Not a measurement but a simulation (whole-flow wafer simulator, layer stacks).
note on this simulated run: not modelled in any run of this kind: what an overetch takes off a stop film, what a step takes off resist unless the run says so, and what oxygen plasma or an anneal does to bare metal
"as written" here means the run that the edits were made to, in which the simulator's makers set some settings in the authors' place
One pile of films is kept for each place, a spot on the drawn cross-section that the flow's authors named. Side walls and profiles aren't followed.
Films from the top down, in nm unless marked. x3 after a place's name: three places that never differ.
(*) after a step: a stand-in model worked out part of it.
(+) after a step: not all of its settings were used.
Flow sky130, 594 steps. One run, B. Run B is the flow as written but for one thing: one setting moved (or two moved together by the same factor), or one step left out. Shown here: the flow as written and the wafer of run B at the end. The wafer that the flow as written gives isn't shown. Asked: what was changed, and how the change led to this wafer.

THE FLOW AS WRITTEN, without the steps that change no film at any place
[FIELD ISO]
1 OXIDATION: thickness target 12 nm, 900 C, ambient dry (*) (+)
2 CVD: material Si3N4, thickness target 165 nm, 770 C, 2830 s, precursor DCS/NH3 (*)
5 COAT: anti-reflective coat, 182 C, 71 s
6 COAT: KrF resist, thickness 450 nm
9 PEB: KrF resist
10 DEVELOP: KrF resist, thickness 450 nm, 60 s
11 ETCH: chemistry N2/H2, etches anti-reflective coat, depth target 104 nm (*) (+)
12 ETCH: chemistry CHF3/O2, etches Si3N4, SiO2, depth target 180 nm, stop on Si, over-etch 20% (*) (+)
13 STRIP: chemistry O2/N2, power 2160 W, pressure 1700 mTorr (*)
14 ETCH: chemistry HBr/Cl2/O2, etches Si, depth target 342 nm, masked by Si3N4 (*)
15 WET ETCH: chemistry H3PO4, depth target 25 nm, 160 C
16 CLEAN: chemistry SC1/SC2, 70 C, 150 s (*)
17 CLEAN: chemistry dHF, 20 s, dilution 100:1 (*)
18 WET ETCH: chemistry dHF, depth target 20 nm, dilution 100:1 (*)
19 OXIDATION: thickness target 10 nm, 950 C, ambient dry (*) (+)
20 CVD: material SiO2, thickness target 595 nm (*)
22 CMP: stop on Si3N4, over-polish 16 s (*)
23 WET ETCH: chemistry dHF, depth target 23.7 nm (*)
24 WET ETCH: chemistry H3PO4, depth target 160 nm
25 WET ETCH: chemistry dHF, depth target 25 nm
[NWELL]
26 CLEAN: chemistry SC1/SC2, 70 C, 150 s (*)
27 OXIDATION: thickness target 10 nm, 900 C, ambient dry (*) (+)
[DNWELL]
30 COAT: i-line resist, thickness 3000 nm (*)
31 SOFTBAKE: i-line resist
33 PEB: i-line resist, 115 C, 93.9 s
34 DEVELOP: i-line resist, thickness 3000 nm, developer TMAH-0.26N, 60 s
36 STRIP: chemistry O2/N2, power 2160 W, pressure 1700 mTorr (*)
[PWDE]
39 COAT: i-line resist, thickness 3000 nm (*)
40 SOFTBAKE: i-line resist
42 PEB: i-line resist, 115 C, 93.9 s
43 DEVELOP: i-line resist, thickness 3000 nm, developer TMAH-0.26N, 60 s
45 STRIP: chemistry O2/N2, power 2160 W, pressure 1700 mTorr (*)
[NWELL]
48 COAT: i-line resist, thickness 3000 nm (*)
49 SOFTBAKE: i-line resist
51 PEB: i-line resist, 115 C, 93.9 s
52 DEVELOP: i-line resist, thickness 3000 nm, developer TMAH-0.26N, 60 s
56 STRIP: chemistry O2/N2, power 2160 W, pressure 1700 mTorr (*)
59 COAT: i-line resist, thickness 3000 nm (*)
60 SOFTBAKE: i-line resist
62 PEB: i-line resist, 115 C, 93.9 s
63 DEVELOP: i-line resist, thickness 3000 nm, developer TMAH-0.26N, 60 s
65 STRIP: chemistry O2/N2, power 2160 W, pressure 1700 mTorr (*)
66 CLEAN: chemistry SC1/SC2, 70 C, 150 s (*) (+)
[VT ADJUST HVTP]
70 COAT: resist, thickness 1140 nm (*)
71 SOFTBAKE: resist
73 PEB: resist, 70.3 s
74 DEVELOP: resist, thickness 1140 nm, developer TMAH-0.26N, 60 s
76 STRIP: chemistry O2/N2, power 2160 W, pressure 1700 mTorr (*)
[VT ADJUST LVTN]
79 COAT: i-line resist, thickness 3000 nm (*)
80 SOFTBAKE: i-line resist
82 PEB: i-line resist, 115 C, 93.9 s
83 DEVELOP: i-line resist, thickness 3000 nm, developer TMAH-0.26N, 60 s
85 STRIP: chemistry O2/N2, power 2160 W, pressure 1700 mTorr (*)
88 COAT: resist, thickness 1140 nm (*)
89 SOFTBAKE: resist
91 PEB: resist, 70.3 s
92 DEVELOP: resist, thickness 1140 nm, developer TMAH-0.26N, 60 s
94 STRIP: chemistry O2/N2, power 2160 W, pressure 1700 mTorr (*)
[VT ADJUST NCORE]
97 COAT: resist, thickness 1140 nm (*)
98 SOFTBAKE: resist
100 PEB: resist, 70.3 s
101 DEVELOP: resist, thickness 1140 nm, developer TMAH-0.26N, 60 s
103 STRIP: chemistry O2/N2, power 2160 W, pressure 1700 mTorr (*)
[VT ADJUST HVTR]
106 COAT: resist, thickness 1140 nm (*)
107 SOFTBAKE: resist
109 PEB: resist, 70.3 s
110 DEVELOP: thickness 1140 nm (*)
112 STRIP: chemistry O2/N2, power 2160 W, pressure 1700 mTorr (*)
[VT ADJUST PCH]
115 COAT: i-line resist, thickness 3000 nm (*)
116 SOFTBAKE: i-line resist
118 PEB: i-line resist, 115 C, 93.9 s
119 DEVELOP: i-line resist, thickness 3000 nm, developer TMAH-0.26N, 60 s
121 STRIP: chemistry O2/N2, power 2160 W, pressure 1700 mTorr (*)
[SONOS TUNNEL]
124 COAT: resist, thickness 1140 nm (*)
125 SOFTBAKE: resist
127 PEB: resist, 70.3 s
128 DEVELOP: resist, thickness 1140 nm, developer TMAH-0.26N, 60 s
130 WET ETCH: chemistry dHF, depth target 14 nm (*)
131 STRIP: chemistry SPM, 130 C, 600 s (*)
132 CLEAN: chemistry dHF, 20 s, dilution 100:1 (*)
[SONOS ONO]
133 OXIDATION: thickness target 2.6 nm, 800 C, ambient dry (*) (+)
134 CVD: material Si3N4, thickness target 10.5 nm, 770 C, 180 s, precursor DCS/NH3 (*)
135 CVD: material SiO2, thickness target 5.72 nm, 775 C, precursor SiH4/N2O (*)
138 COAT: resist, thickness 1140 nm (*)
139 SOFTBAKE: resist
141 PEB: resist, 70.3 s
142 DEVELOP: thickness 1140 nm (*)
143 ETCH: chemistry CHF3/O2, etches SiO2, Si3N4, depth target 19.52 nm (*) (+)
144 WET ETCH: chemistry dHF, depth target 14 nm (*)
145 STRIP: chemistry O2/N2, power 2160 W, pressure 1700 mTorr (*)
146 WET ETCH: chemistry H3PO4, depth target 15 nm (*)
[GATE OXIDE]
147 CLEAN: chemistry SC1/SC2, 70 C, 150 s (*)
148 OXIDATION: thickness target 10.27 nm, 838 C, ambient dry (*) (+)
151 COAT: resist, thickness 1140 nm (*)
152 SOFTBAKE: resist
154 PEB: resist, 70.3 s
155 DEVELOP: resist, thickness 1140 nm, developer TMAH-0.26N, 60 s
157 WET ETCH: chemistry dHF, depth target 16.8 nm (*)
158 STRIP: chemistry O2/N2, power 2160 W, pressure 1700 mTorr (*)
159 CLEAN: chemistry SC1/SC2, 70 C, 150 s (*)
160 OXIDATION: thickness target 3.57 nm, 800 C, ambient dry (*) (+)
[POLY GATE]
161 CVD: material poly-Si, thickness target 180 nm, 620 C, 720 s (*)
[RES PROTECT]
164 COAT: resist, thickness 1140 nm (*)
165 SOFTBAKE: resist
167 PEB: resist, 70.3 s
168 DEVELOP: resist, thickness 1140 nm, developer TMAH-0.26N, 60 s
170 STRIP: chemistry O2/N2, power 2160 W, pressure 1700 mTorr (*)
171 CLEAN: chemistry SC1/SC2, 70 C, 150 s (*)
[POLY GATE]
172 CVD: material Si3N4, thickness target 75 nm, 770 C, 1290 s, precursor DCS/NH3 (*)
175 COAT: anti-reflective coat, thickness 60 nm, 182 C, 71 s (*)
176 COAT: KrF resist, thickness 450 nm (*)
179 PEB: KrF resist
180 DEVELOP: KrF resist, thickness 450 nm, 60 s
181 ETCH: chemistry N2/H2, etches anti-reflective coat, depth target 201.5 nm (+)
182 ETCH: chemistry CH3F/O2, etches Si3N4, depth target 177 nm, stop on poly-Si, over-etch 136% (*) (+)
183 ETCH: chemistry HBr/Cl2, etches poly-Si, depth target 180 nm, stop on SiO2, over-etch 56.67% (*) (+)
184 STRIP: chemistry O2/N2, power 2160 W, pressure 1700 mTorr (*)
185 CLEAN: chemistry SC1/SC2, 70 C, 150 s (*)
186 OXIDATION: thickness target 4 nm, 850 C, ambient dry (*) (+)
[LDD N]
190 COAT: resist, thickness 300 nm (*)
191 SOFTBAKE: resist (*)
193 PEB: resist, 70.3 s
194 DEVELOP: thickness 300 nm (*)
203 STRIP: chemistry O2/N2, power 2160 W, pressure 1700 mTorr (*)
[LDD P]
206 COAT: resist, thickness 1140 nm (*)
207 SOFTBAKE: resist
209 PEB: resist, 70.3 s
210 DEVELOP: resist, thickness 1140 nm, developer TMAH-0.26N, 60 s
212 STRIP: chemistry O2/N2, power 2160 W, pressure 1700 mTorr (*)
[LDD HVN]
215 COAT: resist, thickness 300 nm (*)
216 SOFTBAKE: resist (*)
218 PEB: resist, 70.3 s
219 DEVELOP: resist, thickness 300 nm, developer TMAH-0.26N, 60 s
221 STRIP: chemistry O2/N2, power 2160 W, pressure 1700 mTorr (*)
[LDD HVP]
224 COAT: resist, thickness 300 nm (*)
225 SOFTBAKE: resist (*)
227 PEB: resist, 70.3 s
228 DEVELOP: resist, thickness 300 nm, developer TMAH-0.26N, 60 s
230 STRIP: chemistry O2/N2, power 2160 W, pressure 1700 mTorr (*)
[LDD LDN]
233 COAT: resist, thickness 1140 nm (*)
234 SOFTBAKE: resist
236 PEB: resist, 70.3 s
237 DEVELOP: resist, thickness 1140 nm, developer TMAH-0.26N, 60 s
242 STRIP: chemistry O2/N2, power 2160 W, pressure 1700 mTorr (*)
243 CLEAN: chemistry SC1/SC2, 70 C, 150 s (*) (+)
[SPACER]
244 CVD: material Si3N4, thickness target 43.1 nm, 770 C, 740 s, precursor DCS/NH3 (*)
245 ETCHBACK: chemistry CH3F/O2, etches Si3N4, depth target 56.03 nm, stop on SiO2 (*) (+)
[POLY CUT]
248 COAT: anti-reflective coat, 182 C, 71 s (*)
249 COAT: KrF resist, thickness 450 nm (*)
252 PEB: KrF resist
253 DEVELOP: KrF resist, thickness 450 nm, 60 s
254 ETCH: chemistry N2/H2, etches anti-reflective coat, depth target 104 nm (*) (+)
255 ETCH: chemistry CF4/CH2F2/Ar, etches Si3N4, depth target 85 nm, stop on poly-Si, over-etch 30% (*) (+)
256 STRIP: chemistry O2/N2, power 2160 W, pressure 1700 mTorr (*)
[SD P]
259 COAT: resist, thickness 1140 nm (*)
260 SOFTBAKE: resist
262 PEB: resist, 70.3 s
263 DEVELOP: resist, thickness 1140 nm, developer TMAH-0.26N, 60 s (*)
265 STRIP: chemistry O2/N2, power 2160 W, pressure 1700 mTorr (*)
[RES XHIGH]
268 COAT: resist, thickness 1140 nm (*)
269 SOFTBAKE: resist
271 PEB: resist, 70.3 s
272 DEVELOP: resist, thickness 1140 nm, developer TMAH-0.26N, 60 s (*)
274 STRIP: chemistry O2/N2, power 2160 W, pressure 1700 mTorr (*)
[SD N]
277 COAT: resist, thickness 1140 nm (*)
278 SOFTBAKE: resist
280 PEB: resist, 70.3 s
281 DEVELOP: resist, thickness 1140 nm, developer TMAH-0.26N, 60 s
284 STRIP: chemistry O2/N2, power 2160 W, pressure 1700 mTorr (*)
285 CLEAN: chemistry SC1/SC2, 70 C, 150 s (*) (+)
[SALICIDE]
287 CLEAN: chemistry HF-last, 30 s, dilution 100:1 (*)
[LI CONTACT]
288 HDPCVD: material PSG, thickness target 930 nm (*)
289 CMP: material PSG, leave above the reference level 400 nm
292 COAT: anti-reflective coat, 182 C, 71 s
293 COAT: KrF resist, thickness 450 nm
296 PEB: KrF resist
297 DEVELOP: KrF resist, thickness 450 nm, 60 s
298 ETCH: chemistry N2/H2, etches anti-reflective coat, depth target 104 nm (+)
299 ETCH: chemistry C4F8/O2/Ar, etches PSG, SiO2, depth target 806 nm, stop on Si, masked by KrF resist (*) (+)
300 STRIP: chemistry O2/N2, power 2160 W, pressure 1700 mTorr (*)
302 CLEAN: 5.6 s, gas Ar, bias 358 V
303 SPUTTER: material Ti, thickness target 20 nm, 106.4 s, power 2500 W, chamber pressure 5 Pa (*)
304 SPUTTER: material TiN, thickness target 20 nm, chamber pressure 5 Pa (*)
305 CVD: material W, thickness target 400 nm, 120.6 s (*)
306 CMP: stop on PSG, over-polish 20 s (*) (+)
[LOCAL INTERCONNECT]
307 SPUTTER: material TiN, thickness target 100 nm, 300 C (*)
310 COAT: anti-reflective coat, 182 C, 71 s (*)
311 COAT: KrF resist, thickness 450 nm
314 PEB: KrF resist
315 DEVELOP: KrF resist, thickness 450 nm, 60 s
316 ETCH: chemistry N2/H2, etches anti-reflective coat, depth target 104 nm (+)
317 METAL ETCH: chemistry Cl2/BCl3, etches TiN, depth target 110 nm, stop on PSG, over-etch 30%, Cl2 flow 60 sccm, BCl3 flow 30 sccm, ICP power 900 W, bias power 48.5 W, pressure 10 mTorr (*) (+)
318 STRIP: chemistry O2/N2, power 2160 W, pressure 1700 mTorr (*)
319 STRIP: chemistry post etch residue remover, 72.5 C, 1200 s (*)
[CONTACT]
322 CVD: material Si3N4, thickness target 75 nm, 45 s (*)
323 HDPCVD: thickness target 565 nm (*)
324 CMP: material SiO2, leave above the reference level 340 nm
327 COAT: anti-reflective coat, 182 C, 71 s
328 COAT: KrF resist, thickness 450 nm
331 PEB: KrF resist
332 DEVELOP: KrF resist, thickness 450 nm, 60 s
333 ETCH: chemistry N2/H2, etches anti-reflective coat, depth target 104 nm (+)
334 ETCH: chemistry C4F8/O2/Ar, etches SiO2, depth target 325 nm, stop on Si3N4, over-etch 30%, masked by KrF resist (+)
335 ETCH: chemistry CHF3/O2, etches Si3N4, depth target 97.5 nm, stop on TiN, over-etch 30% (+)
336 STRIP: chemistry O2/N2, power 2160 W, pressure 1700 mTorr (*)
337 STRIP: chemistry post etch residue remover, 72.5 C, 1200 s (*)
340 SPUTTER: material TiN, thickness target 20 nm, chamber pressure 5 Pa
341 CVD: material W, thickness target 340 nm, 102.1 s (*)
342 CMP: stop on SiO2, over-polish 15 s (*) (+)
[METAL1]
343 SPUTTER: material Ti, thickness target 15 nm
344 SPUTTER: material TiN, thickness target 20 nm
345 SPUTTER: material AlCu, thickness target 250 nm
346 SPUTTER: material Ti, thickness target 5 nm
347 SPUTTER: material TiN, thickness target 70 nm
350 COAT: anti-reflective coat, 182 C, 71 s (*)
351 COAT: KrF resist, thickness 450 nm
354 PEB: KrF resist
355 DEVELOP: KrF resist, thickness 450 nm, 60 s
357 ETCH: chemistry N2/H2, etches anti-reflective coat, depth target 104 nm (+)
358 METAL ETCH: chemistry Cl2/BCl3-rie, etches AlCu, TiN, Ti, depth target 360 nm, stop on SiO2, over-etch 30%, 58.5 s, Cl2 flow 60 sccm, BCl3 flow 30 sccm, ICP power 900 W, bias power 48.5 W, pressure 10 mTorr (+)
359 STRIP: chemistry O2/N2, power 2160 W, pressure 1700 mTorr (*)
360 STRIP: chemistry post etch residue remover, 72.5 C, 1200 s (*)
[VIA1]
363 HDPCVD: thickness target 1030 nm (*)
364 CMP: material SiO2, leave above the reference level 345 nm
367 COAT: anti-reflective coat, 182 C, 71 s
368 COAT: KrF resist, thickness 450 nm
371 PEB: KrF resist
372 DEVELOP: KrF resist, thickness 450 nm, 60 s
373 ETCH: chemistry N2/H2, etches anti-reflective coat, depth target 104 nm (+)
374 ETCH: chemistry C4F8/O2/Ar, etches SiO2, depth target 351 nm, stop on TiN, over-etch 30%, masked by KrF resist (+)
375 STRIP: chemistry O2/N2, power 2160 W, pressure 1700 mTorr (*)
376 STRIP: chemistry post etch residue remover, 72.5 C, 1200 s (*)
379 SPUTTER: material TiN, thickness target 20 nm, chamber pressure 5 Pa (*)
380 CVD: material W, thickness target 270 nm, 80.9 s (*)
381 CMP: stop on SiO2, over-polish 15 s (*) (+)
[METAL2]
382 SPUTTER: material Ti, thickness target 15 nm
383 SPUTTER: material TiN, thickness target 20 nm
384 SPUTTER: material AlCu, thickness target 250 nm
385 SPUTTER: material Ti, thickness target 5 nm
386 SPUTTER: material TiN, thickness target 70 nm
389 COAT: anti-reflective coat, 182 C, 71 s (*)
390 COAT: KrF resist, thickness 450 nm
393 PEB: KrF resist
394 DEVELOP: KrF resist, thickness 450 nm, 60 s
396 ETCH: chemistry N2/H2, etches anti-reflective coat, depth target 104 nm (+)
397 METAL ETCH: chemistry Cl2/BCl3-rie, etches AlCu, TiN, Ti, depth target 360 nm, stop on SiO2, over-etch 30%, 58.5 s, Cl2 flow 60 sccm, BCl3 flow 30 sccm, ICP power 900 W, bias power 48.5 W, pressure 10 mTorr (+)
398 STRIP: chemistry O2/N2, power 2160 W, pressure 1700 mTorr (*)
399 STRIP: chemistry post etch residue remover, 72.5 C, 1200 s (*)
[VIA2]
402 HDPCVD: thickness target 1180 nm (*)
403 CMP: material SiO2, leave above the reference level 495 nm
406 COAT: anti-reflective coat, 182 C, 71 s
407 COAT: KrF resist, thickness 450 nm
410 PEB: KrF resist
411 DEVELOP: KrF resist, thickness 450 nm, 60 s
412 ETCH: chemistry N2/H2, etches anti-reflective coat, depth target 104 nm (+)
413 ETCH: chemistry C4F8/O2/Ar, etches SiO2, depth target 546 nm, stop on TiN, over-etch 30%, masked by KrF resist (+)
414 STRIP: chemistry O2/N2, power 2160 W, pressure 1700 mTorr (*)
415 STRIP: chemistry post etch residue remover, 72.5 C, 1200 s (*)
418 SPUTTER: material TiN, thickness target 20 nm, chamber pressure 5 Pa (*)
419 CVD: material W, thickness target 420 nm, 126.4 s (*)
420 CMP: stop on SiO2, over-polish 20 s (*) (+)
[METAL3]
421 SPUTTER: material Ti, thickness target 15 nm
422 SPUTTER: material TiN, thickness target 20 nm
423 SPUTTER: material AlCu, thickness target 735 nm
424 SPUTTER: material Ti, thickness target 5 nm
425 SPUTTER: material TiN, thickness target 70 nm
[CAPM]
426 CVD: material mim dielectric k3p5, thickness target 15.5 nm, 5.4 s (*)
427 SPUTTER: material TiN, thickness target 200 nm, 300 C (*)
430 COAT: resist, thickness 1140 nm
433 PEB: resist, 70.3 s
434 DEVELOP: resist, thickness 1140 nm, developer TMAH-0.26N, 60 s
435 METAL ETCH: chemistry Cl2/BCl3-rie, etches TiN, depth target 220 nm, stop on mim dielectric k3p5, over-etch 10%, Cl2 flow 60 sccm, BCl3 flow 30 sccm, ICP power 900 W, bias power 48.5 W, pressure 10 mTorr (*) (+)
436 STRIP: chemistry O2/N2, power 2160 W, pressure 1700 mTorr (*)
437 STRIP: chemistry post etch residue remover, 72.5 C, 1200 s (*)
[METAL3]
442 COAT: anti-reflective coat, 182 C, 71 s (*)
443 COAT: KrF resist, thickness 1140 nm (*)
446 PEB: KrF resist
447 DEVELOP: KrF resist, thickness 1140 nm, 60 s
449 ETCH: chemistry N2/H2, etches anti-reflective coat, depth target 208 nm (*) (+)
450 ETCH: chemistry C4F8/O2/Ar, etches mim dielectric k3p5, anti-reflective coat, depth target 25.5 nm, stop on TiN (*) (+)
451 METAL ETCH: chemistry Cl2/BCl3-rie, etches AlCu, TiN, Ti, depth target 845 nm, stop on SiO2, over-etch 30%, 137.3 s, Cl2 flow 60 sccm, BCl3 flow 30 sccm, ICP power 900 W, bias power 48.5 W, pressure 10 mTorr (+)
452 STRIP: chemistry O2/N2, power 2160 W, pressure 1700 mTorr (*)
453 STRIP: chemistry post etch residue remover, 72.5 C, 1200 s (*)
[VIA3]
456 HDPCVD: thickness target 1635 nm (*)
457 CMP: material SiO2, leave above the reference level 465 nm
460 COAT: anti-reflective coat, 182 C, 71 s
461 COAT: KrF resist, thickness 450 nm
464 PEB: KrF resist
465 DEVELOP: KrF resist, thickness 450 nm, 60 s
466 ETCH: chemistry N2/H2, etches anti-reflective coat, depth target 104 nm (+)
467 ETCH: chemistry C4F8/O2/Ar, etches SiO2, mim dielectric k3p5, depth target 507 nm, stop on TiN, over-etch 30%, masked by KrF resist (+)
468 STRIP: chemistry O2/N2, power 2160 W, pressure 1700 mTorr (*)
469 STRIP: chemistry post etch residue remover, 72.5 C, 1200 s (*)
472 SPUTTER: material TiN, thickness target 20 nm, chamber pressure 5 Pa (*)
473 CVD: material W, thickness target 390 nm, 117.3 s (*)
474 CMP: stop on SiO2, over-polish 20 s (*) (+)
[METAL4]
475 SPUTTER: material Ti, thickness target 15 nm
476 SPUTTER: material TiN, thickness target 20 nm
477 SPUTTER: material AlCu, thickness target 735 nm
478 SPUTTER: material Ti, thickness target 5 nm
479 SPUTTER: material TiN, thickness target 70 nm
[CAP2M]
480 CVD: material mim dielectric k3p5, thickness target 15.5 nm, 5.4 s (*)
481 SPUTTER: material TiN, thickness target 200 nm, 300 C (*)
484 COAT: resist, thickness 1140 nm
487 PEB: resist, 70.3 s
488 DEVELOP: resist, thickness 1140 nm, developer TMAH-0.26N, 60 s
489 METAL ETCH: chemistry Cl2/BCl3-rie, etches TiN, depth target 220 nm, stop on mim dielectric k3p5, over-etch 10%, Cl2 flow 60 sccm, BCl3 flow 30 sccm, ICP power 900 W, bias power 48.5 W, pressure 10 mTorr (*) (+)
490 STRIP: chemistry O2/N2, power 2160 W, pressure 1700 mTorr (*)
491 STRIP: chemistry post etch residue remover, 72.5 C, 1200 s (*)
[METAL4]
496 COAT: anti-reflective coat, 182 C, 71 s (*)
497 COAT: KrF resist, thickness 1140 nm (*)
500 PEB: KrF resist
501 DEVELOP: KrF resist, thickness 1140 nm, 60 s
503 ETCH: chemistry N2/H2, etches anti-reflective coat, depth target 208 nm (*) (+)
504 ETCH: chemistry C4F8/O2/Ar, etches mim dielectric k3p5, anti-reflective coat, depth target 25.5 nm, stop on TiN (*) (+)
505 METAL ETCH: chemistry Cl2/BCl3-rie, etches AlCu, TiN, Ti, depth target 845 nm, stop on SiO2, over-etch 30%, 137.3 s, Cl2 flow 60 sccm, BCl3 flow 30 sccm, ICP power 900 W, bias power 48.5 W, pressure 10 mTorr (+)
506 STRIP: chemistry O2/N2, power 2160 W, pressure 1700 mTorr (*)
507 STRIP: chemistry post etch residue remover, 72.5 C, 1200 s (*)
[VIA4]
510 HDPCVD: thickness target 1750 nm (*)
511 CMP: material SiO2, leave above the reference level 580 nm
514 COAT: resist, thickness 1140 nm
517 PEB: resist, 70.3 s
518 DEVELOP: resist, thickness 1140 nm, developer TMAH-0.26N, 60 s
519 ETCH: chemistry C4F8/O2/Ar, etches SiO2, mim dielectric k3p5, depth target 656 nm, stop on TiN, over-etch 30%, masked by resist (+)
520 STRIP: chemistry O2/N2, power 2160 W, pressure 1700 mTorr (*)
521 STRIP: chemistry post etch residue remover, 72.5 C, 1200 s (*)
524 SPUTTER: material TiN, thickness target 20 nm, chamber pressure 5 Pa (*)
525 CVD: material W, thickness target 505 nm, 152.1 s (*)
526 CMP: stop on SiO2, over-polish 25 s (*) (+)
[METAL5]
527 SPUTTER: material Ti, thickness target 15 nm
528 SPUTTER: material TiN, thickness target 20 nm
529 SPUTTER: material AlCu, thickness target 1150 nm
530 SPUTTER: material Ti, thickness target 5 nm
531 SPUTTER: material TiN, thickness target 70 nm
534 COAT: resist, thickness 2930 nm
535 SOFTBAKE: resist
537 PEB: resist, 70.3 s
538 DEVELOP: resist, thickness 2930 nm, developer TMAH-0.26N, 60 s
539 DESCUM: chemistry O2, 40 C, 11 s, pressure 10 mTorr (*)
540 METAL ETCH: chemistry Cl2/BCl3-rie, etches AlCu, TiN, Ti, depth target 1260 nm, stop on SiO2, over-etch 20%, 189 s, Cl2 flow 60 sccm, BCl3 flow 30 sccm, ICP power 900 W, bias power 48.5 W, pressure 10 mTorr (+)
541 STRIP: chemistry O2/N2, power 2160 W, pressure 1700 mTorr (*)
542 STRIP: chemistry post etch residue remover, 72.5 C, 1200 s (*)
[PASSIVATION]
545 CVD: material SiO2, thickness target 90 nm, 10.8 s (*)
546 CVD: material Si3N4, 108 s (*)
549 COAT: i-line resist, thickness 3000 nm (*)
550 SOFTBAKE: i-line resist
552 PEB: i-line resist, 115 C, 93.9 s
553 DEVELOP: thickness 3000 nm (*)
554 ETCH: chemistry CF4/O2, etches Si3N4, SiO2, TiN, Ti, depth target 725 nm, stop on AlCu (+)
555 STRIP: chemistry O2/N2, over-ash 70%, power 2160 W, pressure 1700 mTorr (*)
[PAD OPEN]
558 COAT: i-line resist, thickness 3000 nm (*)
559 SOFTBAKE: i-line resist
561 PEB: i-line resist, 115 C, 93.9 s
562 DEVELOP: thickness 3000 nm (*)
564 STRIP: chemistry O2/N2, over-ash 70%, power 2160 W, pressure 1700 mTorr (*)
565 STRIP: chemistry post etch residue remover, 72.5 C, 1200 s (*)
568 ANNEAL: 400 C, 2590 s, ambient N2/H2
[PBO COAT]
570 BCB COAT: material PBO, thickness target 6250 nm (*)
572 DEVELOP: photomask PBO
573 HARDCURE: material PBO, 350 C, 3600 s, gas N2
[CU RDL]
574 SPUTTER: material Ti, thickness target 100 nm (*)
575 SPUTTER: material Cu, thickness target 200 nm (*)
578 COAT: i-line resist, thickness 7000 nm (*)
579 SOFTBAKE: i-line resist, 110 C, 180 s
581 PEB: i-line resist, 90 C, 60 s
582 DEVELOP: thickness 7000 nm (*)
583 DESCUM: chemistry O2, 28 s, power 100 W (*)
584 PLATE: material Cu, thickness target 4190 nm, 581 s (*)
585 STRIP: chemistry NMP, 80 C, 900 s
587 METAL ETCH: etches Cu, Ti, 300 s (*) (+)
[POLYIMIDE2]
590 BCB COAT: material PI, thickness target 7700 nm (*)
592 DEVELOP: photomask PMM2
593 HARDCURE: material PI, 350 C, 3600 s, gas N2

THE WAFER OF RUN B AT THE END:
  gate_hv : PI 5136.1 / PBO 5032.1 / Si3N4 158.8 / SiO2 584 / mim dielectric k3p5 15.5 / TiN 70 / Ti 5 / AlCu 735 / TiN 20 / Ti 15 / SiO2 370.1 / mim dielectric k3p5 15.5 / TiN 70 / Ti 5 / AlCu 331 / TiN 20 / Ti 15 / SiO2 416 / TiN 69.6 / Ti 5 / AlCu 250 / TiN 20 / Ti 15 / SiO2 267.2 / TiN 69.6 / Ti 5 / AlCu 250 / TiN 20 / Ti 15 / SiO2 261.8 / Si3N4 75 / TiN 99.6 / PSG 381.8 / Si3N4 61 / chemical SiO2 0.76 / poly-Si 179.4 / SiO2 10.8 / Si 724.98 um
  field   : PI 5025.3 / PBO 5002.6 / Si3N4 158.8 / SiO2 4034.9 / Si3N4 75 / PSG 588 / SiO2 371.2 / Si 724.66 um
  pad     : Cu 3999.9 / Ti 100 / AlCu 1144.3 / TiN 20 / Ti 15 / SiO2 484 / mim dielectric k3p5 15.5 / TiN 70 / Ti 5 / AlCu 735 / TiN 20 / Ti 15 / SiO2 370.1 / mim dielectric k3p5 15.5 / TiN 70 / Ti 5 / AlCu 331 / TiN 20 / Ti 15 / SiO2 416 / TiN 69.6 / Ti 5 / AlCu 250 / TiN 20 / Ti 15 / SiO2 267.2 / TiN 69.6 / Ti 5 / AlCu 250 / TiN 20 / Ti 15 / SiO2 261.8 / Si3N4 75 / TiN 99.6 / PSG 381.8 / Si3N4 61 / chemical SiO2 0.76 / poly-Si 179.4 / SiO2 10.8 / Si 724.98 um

The cause: step 423, SPUTTER: thickness target 331 nm was run, where the flow has thickness target 735 nm.
It can be read off the wafer: gate_hv has AlCu 331, and step 423 as written asks for 735 nm.

How the change led to this, step by step:
  423 SPUTTER: material AlCu, thickness target 735 nm
      field, active, n_well and 188 more: AlCu +331 (new film) (as written it would be: AlCu +735 (new film))
  451 METAL ETCH: chemistry Cl2/BCl3-rie, etches AlCu, TiN, Ti, depth target 845 nm, stop on SiO2, over-etch 30%, 137.3 s, Cl2 flow 60 sccm, BCl3 flow 30 sccm, ICP power 900 W, bias power 48.5 W, pressure 10 mTorr (+)
      field, gate, spacer and 68 more: TiN -70 (all of it), Ti -5 (all of it), AlCu -331 (all of it), TiN -20 (all of it), Ti -15 (all of it), SiO2 -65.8 (as written it would be: TiN -70 (all of it), Ti -5 (all of it), AlCu -735 (all of it), TiN -20 (all of it), Ti -15 (all of it), SiO2 -25.4)
      active, vpp_ln, vpp_iso2 and 11 more: TiN -70 (all of it), Ti -5 (all of it), AlCu -331 (all of it), TiN -20 (all of it), Ti -15 (all of it), SiO2 -65.8 (as written it would be: TiN -70 (all of it), Ti -5 (all of it), AlCu -735 (all of it), TiN -20 (all of it), Ti -15 (all of it), SiO2 -25.3)
  457 CMP: material SiO2, leave above the reference level 465 nm
      field, active, gate and 80 more: SiO2 -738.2 (as written it would be: SiO2 -374.7)
      poly_licon, rpo_hd_licon: SiO2 -738.3 (as written it would be: SiO2 -374.7)
